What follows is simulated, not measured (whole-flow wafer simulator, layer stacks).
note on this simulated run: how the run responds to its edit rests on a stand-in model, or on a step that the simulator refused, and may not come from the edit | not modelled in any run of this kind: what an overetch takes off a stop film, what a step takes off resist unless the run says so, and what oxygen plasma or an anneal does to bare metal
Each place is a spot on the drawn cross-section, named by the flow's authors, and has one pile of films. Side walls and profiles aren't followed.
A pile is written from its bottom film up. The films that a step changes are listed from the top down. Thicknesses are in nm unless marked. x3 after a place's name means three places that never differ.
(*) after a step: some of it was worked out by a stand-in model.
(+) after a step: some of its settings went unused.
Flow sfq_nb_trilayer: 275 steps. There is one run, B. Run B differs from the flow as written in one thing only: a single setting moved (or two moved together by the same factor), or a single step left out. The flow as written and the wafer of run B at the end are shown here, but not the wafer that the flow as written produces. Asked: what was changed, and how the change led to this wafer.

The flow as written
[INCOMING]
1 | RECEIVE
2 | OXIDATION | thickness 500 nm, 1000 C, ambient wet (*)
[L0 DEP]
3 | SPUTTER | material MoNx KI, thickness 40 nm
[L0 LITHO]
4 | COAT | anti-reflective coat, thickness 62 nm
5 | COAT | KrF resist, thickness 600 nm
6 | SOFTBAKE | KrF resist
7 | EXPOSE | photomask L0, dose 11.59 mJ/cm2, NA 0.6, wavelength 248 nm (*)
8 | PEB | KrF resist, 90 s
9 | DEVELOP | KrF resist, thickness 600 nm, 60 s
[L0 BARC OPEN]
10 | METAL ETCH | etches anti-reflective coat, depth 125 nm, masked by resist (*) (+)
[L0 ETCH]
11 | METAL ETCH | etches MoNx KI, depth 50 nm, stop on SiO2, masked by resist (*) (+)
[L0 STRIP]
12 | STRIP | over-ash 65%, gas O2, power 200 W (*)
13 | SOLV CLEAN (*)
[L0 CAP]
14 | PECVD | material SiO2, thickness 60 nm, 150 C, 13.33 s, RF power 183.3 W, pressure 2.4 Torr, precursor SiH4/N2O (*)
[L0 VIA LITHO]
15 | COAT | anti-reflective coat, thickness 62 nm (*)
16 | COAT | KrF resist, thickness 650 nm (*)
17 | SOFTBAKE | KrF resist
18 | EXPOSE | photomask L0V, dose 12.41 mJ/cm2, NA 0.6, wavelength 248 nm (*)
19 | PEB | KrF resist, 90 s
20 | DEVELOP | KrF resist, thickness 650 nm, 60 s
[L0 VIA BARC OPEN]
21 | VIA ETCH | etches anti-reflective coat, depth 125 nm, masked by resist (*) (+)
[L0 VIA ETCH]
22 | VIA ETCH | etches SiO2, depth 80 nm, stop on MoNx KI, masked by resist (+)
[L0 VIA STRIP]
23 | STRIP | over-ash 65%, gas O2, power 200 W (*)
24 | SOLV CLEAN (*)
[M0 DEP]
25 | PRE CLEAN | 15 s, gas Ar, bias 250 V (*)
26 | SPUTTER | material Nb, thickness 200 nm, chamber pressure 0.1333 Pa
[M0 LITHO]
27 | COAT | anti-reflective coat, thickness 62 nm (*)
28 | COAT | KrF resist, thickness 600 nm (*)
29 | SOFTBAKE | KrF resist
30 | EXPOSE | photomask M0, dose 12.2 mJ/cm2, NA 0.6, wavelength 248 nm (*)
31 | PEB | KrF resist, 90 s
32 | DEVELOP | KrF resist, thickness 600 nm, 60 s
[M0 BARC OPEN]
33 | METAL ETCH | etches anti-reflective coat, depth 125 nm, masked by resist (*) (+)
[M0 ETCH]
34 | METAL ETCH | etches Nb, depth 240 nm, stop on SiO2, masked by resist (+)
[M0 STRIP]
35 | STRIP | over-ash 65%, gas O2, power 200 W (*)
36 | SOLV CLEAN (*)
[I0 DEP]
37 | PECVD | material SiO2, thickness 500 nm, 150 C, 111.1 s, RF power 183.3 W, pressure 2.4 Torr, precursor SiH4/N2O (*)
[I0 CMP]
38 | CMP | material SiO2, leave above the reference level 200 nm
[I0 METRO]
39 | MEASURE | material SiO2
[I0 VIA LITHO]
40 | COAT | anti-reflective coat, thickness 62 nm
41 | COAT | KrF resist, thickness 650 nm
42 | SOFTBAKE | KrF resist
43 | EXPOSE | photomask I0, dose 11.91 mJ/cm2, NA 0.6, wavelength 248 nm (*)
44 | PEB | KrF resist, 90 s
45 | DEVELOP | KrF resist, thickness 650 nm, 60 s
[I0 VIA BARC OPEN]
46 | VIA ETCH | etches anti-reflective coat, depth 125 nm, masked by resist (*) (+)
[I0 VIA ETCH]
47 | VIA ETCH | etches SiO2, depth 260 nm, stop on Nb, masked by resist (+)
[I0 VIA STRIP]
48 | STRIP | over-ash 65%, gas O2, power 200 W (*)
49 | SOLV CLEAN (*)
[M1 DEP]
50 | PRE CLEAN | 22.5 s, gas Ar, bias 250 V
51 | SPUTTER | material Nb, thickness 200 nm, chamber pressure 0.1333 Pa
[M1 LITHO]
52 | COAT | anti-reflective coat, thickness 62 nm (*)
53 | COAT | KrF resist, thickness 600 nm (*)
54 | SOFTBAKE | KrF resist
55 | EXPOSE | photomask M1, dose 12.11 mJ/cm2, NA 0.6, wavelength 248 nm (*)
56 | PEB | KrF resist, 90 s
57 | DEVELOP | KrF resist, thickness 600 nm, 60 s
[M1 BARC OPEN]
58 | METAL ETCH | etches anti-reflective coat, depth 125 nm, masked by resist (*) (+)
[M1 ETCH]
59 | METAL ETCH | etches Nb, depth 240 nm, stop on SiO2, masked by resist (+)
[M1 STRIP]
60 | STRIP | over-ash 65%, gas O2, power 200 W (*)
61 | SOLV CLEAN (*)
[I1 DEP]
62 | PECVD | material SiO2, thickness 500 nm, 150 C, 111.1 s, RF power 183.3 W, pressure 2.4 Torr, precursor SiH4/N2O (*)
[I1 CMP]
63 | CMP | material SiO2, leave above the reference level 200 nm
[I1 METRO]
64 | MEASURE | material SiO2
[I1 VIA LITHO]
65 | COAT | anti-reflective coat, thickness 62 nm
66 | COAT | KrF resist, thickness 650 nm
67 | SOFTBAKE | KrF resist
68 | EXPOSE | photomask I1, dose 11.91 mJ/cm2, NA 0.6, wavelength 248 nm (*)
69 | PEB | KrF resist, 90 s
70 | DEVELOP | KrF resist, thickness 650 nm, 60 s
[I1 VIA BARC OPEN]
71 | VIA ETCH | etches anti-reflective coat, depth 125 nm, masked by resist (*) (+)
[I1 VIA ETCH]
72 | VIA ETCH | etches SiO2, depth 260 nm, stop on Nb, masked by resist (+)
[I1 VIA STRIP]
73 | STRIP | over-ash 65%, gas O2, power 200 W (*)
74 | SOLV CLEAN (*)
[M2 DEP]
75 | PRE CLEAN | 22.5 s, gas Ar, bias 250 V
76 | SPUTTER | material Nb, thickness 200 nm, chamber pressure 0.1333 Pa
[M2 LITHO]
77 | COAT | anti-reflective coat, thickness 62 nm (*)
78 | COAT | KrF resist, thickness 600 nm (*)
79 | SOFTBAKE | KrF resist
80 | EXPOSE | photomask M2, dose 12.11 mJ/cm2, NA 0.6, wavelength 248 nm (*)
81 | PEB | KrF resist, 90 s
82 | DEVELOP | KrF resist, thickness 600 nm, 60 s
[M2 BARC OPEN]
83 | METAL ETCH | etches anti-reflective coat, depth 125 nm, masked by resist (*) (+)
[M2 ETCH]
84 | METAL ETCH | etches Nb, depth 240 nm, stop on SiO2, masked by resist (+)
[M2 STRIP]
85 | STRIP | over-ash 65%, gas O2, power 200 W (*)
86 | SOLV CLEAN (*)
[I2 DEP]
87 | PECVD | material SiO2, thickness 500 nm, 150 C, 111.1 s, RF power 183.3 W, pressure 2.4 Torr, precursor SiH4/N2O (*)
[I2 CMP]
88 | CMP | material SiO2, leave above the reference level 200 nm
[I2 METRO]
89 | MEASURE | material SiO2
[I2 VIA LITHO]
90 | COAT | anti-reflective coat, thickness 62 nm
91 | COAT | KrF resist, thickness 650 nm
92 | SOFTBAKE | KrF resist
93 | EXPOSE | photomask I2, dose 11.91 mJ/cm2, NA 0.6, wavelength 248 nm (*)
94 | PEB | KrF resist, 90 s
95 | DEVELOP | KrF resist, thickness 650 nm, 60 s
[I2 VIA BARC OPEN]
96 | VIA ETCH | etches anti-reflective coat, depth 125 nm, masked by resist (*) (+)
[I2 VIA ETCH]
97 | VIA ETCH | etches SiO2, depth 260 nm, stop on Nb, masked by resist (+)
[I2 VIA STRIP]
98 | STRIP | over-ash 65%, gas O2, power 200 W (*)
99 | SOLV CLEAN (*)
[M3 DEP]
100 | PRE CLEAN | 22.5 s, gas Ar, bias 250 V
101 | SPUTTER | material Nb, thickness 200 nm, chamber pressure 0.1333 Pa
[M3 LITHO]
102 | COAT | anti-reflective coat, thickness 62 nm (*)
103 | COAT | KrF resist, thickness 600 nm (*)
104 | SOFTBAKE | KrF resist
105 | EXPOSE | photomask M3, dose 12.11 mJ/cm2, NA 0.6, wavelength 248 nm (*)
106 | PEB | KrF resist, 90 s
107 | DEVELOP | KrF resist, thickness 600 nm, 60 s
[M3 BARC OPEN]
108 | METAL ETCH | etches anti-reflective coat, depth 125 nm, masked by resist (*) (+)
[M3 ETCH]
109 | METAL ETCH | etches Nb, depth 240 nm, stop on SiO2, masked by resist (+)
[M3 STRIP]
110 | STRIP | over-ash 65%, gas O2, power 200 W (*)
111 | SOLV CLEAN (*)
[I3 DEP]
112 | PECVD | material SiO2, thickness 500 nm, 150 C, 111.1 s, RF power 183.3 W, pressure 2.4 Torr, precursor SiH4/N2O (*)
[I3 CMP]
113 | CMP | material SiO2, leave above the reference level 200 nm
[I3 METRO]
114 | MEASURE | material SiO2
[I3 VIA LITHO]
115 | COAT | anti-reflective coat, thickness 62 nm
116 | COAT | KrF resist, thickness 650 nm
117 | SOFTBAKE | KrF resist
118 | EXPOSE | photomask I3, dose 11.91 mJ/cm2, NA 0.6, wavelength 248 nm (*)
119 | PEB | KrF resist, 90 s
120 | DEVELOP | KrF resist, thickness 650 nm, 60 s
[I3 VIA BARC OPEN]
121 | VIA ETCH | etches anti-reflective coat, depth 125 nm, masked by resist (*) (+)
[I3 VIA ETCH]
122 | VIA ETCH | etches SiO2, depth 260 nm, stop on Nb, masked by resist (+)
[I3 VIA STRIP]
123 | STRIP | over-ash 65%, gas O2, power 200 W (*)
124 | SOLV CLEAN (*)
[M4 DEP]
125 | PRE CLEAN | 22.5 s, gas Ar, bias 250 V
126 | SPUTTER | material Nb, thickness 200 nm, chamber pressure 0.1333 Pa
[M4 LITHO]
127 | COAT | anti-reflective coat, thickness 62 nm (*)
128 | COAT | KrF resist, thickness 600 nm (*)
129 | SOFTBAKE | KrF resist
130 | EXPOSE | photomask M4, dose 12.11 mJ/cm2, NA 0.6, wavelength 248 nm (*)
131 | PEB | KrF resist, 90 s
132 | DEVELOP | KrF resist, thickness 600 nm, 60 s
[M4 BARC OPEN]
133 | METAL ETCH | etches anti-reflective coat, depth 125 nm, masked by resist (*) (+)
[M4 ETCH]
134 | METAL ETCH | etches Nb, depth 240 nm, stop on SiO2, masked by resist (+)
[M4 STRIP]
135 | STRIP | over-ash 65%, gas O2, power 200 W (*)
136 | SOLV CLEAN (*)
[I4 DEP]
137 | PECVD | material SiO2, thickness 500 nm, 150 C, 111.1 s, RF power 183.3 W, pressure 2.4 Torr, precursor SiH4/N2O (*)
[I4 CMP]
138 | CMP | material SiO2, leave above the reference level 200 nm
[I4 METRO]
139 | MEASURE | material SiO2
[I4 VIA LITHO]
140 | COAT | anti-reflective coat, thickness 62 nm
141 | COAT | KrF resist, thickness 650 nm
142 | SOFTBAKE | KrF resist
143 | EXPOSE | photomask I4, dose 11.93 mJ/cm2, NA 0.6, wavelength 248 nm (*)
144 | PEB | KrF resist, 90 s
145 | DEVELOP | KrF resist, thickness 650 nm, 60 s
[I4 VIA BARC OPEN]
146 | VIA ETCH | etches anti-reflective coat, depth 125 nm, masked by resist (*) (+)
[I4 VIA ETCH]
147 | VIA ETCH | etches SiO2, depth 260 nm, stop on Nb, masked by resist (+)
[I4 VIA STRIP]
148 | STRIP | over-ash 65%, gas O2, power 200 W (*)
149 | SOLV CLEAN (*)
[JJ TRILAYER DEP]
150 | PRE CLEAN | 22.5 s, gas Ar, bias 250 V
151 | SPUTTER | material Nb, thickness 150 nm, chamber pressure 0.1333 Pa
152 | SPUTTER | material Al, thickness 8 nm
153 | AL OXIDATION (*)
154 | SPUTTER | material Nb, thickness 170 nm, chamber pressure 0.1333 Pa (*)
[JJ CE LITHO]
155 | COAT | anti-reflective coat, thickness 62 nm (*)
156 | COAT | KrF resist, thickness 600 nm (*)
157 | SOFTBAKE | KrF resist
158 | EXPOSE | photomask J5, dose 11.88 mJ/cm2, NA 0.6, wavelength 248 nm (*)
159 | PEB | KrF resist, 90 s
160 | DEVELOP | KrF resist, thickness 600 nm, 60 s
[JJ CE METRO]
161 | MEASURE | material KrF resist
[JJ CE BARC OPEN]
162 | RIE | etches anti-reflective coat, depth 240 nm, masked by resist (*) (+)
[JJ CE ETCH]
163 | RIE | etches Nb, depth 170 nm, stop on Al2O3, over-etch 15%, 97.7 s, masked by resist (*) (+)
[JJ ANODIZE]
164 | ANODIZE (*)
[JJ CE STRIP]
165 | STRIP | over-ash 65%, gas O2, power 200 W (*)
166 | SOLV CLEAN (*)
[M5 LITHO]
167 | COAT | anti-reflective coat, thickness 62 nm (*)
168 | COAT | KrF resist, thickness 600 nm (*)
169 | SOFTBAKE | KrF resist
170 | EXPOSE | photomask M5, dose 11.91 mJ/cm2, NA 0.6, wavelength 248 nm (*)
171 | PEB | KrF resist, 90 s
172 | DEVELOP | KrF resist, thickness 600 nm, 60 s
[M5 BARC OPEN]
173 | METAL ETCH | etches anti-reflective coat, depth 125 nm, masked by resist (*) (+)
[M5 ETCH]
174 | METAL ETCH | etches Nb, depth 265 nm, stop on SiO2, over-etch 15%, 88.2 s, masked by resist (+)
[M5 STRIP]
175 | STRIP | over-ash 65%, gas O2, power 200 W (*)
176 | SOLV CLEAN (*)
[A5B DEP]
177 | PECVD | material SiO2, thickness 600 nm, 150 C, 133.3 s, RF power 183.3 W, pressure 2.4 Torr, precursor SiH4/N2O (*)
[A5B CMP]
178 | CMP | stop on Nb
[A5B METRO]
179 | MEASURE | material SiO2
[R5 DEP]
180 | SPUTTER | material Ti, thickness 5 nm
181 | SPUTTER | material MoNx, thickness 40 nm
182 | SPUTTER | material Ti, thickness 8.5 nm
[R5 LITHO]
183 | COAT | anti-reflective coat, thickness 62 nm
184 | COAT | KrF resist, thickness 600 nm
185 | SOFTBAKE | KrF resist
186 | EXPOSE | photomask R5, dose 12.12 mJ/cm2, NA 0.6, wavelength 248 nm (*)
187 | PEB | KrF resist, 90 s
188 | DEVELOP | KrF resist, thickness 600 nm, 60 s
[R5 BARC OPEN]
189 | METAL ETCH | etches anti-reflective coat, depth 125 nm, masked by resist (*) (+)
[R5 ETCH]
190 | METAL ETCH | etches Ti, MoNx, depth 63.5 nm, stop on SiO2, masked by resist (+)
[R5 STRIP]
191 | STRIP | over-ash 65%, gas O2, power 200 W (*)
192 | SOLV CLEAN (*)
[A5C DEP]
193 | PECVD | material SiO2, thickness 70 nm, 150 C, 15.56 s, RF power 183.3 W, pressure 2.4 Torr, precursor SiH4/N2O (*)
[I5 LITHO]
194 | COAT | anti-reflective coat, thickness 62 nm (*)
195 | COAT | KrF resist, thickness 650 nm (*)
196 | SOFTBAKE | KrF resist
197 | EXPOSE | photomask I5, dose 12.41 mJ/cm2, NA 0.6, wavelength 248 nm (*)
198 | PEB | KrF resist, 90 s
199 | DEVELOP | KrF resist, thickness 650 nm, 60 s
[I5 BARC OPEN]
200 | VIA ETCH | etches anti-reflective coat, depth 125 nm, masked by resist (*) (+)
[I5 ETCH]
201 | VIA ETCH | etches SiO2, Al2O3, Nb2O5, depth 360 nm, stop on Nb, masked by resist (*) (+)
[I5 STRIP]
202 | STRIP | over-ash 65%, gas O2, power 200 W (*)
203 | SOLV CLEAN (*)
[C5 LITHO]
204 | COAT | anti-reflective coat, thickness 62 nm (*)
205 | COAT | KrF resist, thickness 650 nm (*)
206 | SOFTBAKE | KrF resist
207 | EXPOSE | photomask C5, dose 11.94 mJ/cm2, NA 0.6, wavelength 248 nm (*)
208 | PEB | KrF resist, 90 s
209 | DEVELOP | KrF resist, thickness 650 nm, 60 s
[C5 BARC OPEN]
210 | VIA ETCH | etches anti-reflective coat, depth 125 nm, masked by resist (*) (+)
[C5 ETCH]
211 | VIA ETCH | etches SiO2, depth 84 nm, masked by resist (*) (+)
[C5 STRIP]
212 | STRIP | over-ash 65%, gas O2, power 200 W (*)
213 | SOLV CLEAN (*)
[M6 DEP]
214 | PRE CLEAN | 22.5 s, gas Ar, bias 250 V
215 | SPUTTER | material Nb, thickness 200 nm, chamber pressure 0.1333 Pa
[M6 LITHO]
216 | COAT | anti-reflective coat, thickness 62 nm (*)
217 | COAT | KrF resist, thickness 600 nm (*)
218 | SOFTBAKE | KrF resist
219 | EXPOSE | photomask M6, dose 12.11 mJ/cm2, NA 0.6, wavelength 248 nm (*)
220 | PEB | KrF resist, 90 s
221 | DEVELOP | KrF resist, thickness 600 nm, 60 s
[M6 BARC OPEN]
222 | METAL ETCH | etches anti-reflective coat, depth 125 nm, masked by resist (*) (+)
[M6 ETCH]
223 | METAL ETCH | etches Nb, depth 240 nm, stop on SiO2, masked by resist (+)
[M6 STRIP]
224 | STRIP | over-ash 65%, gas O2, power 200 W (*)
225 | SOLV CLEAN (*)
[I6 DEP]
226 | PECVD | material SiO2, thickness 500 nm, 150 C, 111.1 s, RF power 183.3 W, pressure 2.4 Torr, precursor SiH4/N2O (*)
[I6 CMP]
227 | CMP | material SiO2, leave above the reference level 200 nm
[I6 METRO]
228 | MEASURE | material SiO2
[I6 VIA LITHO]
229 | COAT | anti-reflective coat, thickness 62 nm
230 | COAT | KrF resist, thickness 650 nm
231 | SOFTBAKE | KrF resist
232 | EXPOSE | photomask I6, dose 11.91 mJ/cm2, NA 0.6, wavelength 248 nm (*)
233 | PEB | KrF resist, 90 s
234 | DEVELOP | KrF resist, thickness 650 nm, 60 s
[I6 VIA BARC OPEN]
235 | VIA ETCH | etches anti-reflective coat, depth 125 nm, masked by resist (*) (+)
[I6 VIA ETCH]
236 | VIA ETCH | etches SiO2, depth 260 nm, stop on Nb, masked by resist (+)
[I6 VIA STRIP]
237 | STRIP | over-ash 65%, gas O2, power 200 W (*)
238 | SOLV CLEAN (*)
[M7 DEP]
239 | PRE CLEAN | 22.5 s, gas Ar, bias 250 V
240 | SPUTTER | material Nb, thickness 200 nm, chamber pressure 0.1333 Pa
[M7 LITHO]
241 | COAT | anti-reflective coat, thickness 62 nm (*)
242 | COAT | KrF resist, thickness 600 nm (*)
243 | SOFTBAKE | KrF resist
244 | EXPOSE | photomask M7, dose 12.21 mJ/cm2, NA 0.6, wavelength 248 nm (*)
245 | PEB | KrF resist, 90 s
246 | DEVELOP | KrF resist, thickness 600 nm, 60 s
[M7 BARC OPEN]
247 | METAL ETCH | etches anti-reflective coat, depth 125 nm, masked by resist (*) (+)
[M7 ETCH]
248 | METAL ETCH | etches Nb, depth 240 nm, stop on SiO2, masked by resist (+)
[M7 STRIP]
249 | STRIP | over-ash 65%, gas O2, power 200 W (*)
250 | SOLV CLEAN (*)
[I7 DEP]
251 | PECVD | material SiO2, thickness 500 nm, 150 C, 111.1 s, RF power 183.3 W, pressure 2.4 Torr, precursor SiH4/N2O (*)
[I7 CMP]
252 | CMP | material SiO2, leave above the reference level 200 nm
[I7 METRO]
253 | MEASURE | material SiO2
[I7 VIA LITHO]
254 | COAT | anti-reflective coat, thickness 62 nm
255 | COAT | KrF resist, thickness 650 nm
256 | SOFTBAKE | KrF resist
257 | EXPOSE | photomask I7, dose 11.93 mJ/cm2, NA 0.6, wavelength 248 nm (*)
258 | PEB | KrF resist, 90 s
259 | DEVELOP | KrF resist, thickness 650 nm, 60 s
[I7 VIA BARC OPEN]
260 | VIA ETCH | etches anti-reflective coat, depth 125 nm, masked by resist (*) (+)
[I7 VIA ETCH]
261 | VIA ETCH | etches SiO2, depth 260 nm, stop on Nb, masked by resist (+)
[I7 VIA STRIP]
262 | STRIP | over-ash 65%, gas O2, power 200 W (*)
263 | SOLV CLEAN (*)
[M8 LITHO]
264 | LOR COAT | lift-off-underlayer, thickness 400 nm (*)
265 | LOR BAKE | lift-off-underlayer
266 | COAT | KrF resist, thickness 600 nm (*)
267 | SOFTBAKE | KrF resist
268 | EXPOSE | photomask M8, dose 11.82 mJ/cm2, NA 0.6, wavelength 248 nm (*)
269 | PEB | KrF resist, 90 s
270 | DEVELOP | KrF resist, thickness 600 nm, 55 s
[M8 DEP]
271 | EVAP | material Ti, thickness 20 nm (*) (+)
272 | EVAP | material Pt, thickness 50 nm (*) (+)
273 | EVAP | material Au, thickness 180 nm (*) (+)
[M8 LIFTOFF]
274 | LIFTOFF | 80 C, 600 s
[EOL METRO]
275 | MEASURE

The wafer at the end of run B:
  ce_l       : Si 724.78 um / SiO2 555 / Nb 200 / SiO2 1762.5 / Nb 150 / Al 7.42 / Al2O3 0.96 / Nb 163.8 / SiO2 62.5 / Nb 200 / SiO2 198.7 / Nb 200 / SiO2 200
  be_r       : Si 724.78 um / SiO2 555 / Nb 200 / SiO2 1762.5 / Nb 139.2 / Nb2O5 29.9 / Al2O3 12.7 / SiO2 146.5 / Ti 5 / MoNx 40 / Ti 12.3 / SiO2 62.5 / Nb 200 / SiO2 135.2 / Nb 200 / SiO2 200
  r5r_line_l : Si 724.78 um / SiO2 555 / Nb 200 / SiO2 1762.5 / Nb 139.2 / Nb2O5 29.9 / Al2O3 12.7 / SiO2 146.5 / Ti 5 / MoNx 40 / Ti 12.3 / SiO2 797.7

The reason: step 182, SPUTTER: thickness 12.3 nm was run, whereas the flow has thickness 8.5 nm.
The wafer lets one read it off: be_r has Ti 12.3, and step 182 as written asks for 8.5 nm.

Step by step, how the change led to this:
  182 | SPUTTER | material Ti, thickness 8.5 nm
      field_l, v_sur, via_wl and 103 more: Ti gains 12.3 (new film) (it would be, as written: Ti gains 8.5 (new film))
  190 | METAL ETCH | etches Ti, MoNx, depth 63.5 nm, stop on SiO2, masked by resist (+)
      field_l, v_sur, via_wl and 92 more: Ti loses 12.3 (all of it), MoNx loses 40 (all of it), Ti loses 5 (all of it) (it would be, as written: Ti loses 8.5 (all of it), MoNx loses 40 (all of it), Ti loses 5 (all of it))
      ce_l, c5j, ce_r, wl_jj: Ti loses 12.3 (all of it), MoNx loses 40 (all of it), Ti loses 5 (all of it), Nb loses 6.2 (it would be, as written: Ti loses 8.5 (all of it), MoNx loses 40 (all of it), Ti loses 5 (all of it), Nb loses 10)
  194 | COAT | anti-reflective coat, thickness 62 nm (*)
      ce_l: anti-reflective coat gains 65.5 (new film) (it would be, as written: anti-reflective coat gains 67.2 (new film))
      ce_r: anti-reflective coat gains 66.2 (new film) (it would be, as written: anti-reflective coat gains 68.1 (new film))
      (as well as at 1 more place)
  202 | STRIP | over-ash 65%, gas O2, power 200 W (*)
      ce_l: KrF resist loses 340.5 (all of it), anti-reflective coat loses 65.5 (all of it) (it would be, as written: KrF resist loses 341.5 (all of it), anti-reflective coat loses 67.2 (all of it))
      ce_r: KrF resist loses 345.6 (all of it), anti-reflective coat loses 66.2 (all of it) (it would be, as written: KrF resist loses 346.1 (all of it), anti-reflective coat loses 68.1 (all of it))
      (as well as at 1 more place)
  204 | COAT | anti-reflective coat, thickness 62 nm (*)
      ce_l: anti-reflective coat gains 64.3 (new film) (it would be, as written: anti-reflective coat gains 66 (new film))
      ce_r: anti-reflective coat gains 65.3 (new film) (it would be, as written: anti-reflective coat gains 67.2 (new film))
      (as well as at 1 more place)
  212 | STRIP | over-ash 65%, gas O2, power 200 W (*)
      ce_l: KrF resist loses 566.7 (all of it), anti-reflective coat loses 64.3 (all of it) (it would be, as written: KrF resist loses 567.4 (all of it), anti-reflective coat loses 66 (all of it))
      ce_r: KrF resist loses 573.5 (all of it), anti-reflective coat loses 65.3 (all of it) (it would be, as written: KrF resist loses 573.7 (all of it), anti-reflective coat loses 67.2 (all of it))
      (as well as at 1 more place)
  216 | COAT | anti-reflective coat, thickness 62 nm (*)
      r5r_spacepad_l, r5r_spacepad_r: anti-reflective coat gains 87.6 (new film) (it would be, as written: anti-reflective coat gains 85.7 (new film))
      ce_l: anti-reflective coat gains 46.8 (new film) (it would be, as written: anti-reflective coat gains 48 (new film))
      (as well as at 2 more places)
  222 | METAL ETCH | etches anti-reflective coat, depth 125 nm, masked by resist (*) (+)
      r5r_spacepad_l, r5r_spacepad_r: anti-reflective coat loses 87.6 (all of it) (it would be, as written: anti-reflective coat loses 85.7 (all of it))
  224 | STRIP | over-ash 65%, gas O2, power 200 W (*)
      ce_l: KrF resist loses 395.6 (all of it), anti-reflective coat loses 46.8 (all of it) (it would be, as written: KrF resist loses 397.1 (all of it), anti-reflective coat loses 48 (all of it))
      ce_r: KrF resist loses 402.6 (all of it), anti-reflective coat loses 47.5 (all of it) (it would be, as written: KrF resist loses 403.5 (all of it), anti-reflective coat loses 48.8 (all of it))
      (as well as at 1 more place)
  227 | CMP | material SiO2, leave above the reference level 200 nm
      r5r_line_l, r5r_spacepad_l, r5r_spacepad_r, r5r_line_c, r5r_line_r: SiO2 loses 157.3 (it would be, as written: SiO2 loses 153.5)
